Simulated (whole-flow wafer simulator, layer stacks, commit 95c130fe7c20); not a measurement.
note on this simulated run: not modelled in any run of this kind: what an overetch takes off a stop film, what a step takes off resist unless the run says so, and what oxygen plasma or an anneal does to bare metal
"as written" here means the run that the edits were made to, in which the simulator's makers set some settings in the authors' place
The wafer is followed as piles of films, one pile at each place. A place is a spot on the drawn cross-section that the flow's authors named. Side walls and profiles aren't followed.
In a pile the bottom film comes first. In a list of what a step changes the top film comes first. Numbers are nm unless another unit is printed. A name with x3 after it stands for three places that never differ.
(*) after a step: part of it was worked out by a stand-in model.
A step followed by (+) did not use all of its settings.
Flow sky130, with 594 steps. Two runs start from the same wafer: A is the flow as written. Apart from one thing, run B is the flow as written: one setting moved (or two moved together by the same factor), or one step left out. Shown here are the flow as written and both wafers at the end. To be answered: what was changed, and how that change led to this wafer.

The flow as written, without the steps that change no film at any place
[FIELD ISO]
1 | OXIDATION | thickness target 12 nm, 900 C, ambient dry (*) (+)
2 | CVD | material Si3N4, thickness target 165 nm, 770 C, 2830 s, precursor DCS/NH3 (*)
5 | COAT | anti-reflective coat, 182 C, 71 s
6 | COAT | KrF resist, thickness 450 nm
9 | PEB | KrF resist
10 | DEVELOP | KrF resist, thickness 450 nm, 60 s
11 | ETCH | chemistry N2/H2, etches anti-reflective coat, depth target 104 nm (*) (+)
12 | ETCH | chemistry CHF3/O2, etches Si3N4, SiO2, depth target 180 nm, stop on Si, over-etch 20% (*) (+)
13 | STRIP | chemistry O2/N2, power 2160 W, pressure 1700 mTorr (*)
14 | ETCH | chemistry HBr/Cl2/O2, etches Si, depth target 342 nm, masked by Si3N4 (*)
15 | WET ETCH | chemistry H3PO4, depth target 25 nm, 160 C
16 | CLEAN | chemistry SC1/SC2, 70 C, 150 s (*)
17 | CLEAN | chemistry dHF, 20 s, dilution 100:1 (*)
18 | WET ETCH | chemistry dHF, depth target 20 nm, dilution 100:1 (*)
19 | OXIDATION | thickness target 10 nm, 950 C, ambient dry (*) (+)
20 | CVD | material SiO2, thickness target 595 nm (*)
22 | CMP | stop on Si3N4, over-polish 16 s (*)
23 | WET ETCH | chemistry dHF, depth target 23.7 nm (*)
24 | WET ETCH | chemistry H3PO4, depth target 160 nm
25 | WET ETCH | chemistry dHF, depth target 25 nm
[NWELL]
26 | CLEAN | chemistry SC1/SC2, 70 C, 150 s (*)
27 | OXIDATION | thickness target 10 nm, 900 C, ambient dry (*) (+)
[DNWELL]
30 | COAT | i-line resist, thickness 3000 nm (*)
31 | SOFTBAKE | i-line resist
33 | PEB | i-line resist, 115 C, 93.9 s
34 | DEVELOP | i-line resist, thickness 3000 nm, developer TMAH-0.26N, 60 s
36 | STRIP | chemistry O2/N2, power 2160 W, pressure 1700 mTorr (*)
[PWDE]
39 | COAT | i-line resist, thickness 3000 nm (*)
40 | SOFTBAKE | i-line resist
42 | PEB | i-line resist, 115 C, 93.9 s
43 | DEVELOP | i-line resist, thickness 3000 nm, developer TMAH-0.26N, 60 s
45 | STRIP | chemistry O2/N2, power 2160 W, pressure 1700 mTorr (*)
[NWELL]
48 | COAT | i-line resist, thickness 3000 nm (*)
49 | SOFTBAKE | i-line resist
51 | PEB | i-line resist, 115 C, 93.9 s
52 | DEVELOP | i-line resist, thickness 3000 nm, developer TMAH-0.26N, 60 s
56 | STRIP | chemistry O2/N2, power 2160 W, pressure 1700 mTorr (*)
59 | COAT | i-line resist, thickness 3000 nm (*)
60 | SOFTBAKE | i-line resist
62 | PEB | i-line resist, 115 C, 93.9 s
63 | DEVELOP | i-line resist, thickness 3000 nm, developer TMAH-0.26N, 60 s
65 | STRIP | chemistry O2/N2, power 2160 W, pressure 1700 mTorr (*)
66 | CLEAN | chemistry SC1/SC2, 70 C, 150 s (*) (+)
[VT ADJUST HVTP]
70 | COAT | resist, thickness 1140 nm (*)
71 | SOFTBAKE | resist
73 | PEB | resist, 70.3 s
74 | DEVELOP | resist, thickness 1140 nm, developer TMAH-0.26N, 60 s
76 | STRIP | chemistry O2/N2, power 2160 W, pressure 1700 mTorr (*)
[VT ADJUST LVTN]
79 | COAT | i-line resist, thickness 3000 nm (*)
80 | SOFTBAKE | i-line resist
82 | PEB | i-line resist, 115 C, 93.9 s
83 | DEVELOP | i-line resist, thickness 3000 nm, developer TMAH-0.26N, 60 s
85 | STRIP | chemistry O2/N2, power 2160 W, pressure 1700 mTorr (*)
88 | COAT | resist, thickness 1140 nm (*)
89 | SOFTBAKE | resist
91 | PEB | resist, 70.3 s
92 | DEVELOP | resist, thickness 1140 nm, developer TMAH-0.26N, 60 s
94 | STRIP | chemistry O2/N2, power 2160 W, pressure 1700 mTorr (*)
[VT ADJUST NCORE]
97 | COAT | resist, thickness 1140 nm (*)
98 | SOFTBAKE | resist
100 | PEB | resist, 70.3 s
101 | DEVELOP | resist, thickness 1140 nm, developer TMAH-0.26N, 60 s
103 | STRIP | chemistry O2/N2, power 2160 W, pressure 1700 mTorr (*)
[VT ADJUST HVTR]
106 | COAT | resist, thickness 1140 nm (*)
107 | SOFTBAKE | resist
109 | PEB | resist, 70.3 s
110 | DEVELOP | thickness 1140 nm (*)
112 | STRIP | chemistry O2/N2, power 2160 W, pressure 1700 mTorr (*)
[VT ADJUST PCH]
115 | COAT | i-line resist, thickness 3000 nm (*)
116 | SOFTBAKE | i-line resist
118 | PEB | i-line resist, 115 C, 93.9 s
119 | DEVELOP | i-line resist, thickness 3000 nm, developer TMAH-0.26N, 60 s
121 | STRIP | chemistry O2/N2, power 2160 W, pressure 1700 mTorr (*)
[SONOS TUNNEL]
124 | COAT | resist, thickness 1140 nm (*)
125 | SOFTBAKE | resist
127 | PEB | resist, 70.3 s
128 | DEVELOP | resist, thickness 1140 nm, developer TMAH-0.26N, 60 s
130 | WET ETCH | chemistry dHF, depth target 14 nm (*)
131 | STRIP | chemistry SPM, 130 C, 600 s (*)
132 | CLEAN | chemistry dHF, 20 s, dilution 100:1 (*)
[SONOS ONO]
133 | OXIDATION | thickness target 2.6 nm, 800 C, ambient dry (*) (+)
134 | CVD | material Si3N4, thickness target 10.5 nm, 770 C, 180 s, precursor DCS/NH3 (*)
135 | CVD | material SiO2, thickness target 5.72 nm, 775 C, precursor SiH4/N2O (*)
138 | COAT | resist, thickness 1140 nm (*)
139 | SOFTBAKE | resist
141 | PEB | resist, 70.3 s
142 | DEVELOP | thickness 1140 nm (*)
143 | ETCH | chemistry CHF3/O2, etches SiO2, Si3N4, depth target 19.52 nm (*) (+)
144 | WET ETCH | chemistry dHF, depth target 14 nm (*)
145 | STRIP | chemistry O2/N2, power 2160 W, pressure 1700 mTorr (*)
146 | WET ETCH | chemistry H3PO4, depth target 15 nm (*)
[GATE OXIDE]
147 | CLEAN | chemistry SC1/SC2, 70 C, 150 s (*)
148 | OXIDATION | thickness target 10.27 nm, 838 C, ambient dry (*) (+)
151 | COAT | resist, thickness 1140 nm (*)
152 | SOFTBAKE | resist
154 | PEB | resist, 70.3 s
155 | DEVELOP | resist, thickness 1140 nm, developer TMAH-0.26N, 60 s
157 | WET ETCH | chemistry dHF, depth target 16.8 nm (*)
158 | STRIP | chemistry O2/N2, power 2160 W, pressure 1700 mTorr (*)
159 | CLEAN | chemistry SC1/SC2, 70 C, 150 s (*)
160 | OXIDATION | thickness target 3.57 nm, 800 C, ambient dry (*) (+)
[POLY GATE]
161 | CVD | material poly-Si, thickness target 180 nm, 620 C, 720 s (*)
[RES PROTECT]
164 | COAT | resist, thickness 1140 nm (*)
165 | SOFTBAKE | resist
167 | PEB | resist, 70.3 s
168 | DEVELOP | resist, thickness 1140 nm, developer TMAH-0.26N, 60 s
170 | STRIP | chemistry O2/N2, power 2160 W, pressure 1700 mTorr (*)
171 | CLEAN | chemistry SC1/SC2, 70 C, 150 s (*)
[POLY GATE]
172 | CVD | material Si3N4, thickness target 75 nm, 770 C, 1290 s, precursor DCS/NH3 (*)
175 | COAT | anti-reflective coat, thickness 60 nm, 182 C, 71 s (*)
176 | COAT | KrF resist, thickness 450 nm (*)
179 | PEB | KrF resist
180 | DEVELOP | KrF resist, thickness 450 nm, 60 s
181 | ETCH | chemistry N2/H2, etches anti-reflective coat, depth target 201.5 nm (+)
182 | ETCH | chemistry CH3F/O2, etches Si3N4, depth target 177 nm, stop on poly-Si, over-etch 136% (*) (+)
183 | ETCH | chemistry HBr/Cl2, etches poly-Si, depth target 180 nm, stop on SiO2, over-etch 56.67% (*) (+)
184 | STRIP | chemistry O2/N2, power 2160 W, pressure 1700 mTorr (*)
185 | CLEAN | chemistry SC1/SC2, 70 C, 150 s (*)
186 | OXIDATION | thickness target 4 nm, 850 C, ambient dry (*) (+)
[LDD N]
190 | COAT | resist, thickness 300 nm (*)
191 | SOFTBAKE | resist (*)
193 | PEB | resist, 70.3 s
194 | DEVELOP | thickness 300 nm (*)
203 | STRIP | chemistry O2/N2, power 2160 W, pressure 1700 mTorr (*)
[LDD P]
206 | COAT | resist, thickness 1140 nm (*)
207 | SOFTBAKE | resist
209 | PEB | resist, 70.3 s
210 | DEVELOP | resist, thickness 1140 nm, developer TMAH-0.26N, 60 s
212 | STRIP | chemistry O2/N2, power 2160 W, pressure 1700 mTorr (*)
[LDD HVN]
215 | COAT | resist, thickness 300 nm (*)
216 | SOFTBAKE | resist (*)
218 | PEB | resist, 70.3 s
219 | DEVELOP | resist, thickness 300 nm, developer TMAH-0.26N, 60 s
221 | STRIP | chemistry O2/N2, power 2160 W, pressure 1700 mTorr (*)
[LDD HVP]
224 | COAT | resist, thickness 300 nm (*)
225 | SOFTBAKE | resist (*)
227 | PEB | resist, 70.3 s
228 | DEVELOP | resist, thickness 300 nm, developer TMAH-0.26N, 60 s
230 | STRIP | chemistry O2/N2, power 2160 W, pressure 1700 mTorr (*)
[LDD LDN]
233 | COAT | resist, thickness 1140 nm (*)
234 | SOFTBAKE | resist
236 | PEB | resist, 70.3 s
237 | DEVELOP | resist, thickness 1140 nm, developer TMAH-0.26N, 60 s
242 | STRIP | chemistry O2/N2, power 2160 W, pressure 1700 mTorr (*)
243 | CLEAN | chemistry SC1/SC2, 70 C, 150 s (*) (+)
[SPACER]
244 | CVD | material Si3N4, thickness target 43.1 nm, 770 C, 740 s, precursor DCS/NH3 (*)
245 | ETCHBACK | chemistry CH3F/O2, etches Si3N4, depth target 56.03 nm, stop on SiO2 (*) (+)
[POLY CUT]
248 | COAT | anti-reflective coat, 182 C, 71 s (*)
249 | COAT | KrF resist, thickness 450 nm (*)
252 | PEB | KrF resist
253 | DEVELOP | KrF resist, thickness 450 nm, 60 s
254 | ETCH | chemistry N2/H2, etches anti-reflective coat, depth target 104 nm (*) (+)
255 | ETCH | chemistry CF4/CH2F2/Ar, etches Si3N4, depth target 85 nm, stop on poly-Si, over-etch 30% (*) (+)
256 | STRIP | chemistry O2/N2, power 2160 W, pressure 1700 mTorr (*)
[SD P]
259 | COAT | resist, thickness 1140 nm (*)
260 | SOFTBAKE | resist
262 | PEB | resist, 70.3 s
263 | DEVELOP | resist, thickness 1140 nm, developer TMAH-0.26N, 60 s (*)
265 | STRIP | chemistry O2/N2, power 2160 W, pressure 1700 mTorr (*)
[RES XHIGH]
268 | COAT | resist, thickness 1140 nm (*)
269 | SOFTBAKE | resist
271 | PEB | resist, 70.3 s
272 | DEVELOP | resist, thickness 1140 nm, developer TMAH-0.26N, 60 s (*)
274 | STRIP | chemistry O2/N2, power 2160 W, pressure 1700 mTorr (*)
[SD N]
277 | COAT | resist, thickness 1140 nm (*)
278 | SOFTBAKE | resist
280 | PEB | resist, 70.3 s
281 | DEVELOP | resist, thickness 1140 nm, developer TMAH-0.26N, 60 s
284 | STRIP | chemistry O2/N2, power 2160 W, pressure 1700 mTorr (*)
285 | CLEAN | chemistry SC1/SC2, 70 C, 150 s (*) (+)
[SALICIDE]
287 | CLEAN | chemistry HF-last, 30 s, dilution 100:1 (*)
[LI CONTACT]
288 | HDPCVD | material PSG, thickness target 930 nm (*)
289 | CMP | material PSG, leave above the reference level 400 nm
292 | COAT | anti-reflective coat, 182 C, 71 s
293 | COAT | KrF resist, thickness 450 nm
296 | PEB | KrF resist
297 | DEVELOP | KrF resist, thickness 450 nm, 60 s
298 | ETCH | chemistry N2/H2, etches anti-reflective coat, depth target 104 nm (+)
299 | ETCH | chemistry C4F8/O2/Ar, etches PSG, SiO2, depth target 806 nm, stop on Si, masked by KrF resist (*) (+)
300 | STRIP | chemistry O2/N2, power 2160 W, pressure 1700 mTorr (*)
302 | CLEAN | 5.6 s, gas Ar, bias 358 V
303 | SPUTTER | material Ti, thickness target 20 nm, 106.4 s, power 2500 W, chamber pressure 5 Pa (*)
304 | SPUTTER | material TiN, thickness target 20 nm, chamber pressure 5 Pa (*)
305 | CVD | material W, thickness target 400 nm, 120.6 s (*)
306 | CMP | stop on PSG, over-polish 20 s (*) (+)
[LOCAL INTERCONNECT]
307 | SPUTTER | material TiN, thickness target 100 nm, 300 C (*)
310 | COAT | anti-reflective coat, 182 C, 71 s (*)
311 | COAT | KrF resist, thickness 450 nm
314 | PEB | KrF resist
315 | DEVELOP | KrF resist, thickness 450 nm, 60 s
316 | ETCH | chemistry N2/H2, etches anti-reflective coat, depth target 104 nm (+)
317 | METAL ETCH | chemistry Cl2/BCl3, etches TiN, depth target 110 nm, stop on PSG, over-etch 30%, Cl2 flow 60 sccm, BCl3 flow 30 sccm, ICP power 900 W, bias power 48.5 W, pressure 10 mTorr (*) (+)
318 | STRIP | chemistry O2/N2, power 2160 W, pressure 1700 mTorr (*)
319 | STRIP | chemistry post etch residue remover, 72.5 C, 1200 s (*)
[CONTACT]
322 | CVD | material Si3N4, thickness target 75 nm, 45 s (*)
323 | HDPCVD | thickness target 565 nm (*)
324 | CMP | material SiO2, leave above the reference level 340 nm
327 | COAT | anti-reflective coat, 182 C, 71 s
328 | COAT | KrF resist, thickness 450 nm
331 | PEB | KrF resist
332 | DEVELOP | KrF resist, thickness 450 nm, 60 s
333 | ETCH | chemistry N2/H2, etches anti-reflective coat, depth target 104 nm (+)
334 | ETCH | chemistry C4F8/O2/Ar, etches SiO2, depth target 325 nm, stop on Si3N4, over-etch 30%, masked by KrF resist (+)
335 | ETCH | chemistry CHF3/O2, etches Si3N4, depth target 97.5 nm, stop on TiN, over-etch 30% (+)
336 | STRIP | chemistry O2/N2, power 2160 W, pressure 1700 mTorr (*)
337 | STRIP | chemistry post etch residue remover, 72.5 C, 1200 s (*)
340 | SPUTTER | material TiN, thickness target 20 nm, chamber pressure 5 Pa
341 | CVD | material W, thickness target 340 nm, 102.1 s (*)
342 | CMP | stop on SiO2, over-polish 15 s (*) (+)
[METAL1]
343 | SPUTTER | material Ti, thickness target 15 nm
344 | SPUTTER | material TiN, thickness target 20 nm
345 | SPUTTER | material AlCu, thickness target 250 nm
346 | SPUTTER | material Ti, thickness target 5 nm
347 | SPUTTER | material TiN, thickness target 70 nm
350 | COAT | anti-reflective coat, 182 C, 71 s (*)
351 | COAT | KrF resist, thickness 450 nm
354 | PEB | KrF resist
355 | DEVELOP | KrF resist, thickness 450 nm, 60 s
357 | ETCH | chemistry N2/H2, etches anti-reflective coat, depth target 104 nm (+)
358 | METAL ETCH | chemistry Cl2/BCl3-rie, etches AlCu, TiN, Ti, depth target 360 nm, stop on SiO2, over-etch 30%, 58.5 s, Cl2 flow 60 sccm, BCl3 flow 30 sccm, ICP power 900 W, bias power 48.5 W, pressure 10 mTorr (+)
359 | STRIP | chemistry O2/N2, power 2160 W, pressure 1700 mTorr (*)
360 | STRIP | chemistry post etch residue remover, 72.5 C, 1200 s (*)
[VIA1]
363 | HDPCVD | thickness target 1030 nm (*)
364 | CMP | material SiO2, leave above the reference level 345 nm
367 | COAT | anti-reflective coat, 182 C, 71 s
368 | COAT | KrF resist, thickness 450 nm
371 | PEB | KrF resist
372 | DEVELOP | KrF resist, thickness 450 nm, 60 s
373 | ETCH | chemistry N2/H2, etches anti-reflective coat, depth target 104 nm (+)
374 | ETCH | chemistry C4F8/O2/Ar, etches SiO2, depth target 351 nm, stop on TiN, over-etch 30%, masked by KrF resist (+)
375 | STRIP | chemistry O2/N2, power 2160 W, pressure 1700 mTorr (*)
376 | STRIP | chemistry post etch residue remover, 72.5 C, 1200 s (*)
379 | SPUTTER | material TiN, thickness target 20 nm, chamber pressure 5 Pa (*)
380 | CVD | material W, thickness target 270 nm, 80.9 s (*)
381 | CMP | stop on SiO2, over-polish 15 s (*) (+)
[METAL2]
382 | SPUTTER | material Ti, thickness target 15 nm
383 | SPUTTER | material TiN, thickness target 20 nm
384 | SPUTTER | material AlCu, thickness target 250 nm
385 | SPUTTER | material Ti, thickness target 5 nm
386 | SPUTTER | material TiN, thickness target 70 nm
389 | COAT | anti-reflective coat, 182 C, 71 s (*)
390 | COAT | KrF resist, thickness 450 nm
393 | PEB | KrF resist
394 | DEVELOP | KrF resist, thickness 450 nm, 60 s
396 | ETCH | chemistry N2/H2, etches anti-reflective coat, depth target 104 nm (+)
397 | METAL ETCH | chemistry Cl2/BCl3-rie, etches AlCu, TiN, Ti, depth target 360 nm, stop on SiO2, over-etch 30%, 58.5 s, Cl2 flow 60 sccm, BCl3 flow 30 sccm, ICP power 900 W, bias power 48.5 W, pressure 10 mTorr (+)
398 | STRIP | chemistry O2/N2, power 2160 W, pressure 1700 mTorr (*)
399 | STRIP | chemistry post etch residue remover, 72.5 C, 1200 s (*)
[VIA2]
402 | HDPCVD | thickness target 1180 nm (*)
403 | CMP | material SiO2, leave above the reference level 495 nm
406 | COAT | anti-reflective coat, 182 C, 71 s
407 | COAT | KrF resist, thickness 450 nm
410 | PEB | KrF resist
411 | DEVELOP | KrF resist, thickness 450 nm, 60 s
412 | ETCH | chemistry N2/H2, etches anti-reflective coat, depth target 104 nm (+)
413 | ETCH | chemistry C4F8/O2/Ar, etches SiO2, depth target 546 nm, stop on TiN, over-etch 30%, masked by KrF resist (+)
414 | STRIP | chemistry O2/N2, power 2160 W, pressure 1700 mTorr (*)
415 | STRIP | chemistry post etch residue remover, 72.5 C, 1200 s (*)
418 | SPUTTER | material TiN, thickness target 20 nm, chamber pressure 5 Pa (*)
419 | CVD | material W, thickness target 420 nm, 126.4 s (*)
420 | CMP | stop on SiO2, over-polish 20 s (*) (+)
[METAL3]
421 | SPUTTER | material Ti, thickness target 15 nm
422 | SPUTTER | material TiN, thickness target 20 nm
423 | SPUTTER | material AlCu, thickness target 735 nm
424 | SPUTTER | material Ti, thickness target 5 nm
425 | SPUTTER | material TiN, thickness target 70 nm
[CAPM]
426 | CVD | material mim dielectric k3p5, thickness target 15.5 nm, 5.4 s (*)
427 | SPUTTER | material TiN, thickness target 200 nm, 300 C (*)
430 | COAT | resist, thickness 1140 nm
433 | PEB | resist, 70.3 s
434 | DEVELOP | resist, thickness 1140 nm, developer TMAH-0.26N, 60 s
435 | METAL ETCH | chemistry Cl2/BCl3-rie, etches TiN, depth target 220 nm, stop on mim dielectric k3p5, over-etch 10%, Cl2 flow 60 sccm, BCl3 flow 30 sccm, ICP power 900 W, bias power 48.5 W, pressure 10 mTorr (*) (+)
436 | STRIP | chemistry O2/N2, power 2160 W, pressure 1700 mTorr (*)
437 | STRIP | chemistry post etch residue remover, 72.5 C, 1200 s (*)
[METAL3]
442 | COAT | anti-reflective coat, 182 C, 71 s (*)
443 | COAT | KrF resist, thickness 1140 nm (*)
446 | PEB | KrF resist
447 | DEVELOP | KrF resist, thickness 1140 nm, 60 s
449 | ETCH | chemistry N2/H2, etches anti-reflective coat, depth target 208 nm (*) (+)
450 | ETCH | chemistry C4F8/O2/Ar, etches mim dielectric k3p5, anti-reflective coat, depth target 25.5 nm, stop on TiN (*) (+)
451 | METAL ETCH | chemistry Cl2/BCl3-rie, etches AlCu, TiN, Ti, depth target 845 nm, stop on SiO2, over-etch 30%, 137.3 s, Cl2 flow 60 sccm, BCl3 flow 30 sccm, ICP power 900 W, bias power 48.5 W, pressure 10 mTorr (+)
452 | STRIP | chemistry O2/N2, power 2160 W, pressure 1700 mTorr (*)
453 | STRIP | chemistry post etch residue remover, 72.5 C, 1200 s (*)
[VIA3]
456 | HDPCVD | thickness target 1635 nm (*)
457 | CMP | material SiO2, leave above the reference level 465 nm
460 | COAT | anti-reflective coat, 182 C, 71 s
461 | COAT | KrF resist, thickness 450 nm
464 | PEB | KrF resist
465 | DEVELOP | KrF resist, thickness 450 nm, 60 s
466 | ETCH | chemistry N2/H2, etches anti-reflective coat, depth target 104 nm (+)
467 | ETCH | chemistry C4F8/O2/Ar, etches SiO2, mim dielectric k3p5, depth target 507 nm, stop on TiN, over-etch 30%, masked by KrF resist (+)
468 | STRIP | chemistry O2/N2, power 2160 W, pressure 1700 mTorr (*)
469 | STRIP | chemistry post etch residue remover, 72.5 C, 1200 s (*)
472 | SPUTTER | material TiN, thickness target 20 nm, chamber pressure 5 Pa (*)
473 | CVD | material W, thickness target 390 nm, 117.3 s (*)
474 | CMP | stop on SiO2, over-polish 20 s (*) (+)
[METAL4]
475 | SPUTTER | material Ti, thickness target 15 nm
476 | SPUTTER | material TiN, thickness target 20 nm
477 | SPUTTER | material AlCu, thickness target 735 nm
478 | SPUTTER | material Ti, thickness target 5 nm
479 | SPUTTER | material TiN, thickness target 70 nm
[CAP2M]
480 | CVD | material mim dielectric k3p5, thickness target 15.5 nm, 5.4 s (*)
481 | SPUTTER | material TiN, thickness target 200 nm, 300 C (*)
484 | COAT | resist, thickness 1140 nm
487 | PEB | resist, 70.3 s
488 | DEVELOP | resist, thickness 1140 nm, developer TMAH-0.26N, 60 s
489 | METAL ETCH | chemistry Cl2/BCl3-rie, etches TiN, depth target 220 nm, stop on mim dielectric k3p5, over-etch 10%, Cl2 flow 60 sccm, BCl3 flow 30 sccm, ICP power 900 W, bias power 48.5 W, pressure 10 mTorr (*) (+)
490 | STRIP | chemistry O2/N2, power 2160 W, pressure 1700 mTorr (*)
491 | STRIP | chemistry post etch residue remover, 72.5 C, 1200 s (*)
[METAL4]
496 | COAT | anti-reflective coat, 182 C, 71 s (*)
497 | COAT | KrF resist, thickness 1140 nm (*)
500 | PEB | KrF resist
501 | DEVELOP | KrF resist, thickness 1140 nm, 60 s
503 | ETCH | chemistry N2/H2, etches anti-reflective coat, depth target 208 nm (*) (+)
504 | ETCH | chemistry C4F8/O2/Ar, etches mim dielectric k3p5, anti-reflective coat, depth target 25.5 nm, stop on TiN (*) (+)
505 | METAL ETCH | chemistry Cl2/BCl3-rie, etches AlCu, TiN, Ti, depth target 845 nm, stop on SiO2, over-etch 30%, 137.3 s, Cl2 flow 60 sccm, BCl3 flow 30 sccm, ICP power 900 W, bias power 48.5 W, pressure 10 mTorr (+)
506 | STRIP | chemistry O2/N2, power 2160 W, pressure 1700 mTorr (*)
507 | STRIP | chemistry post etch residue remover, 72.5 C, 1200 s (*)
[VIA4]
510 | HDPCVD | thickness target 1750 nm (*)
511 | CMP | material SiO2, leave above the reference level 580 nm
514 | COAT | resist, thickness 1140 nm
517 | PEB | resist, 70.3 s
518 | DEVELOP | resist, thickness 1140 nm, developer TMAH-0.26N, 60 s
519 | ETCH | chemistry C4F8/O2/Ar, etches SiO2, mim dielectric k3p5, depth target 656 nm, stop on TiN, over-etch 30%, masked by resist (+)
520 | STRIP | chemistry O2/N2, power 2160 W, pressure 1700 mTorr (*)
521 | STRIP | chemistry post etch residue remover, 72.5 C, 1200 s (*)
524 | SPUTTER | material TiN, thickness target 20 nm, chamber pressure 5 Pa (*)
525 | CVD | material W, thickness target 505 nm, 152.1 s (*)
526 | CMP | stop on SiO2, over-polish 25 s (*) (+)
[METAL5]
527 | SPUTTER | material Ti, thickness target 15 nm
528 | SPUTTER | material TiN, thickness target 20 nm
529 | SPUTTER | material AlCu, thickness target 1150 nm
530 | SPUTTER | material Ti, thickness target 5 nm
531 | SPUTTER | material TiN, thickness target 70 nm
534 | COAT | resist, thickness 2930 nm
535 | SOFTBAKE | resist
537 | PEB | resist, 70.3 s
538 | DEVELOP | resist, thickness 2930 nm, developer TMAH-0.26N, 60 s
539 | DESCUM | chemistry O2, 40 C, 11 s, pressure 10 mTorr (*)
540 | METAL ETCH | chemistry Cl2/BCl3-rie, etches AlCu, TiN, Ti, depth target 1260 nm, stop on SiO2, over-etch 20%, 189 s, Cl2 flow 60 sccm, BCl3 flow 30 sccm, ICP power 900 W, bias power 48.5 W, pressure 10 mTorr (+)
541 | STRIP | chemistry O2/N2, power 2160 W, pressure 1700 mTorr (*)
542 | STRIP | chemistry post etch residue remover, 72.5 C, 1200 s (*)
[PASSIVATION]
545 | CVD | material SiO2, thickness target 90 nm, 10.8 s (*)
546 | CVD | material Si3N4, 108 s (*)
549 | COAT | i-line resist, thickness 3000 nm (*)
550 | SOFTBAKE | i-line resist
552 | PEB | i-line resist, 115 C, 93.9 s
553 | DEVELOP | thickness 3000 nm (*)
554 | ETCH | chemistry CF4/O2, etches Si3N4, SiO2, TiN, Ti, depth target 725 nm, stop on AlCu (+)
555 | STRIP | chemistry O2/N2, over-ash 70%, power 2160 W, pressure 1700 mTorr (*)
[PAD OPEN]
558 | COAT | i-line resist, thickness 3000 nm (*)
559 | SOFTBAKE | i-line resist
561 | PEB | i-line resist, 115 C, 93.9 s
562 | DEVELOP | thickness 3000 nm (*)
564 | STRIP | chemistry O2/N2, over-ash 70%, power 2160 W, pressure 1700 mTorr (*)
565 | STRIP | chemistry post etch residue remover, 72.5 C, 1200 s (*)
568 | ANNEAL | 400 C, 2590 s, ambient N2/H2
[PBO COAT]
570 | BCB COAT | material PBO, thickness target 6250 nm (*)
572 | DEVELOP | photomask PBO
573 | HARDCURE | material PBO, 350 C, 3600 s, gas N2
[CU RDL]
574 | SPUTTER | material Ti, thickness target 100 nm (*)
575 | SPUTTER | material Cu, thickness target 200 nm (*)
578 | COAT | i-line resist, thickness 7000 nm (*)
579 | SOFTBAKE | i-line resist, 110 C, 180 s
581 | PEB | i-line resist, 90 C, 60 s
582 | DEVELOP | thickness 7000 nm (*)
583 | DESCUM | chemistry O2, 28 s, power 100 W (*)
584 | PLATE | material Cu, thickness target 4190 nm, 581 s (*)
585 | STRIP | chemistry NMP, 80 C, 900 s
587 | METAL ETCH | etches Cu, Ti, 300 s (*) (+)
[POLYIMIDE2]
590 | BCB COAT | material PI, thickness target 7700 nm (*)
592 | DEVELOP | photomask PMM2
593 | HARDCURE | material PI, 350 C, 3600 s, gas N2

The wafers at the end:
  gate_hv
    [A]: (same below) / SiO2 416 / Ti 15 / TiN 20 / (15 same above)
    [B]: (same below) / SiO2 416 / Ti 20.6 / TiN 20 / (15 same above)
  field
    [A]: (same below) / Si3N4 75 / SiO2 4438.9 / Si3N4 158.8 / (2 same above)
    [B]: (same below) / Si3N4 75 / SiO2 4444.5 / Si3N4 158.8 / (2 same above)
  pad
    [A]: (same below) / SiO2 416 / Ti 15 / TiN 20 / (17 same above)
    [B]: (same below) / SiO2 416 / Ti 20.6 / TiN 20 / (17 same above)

The reason: step 421, SPUTTER: thickness target 20.6 nm was run, though the flow has thickness target 15 nm.
The wafer lets one read it off: gate_hv has Ti 20.6, and step 421 as written asks for 15 nm.

How this came from the change, step by step:
  421 | SPUTTER | material Ti, thickness target 15 nm
      field, active, n_well and 188 more: A +15 Ti (new film) | B +20.6 Ti (new film)
  451 | METAL ETCH | chemistry Cl2/BCl3-rie, etches AlCu, TiN, Ti, depth target 845 nm, stop on SiO2, over-etch 30%, 137.3 s, Cl2 flow 60 sccm, BCl3 flow 30 sccm, ICP power 900 W, bias power 48.5 W, pressure 10 mTorr (+)
      field, gate, spacer and 68 more: A -70 TiN (all of it), -5 Ti (all of it), -735 AlCu (all of it), -20 TiN (all of it), -15 Ti (all of it), -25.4 SiO2 | B -70 TiN (all of it), -5 Ti (all of it), -735 AlCu (all of it), -20 TiN (all of it), -20.6 Ti (all of it), -24.8 SiO2
      active, vpp_ln, vpp_iso2 and 11 more: A -70 TiN (all of it), -5 Ti (all of it), -735 AlCu (all of it), -20 TiN (all of it), -15 Ti (all of it), -25.3 SiO2 | B -70 TiN (all of it), -5 Ti (all of it), -735 AlCu (all of it), -20 TiN (all of it), -20.6 Ti (all of it), -24.8 SiO2
